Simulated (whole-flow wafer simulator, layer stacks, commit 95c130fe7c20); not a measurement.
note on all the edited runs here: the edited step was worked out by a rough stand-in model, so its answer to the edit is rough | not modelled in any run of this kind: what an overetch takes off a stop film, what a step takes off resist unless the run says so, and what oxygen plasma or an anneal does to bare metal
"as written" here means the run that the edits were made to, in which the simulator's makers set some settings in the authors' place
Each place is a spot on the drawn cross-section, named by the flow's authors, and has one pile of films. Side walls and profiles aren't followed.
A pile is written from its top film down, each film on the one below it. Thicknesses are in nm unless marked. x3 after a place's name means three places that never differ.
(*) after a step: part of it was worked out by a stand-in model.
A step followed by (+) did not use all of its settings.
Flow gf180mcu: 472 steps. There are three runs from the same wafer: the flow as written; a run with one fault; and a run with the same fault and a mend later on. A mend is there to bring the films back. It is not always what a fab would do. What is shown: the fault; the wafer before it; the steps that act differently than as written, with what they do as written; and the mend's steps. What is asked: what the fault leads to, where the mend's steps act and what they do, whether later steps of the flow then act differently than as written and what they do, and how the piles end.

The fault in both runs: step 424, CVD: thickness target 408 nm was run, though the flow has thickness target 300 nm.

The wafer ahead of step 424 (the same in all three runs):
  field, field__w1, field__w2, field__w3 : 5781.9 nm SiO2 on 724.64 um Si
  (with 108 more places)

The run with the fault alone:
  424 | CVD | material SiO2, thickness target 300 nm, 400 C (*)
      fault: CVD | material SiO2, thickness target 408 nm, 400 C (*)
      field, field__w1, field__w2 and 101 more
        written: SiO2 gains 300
        fault: SiO2 gains 408
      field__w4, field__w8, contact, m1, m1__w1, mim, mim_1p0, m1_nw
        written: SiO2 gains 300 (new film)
        fault: SiO2 gains 408 (new film)
  Steps later in the flow that act otherwise than as written (2 other steps are not shown; they differ only slightly, by no more than 2% or 0.5 nm, whichever is larger):
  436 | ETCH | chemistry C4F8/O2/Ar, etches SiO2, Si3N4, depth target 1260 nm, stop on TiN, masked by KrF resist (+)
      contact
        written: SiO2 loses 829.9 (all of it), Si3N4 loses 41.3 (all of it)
        fault: SiO2 loses 937.9 (all of it), Si3N4 loses 41.3 (all of it)
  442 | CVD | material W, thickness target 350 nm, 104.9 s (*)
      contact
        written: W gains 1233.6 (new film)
        fault: W gains 1342.4 (new film)
  At field__w4, field__w8, contact, m1, m1__w1, mim, mim_1p0, m1_nw, the piles at the end differ from the flow's by more than 2% or 0.5 nm, whichever is larger.
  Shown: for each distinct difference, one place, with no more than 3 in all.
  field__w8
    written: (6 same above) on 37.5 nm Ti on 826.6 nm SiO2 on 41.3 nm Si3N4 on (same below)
    fault: (6 same above) on 37.5 nm Ti on 934.6 nm SiO2 on 41.3 nm Si3N4 on (same below)
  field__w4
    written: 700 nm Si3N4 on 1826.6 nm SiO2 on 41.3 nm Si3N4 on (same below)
    fault: 700 nm Si3N4 on 1934.6 nm SiO2 on 41.3 nm Si3N4 on (same below)
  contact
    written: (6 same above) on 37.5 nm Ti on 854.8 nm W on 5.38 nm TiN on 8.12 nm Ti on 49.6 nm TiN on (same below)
    fault: (6 same above) on 37.5 nm Ti on 963.6 nm W on 5.06 nm TiN on 7.64 nm Ti on 49.6 nm TiN on (same below)

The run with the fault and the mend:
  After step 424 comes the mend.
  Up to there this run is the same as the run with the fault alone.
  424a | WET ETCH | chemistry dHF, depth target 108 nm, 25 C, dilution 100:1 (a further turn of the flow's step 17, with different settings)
      field, field__w1, field__w2 and 109 more
        SiO2 loses 108
  Every later step of the flow that is run acts as written at every place that is followed.
  The piles end the same as the flow's at every place that both follow.
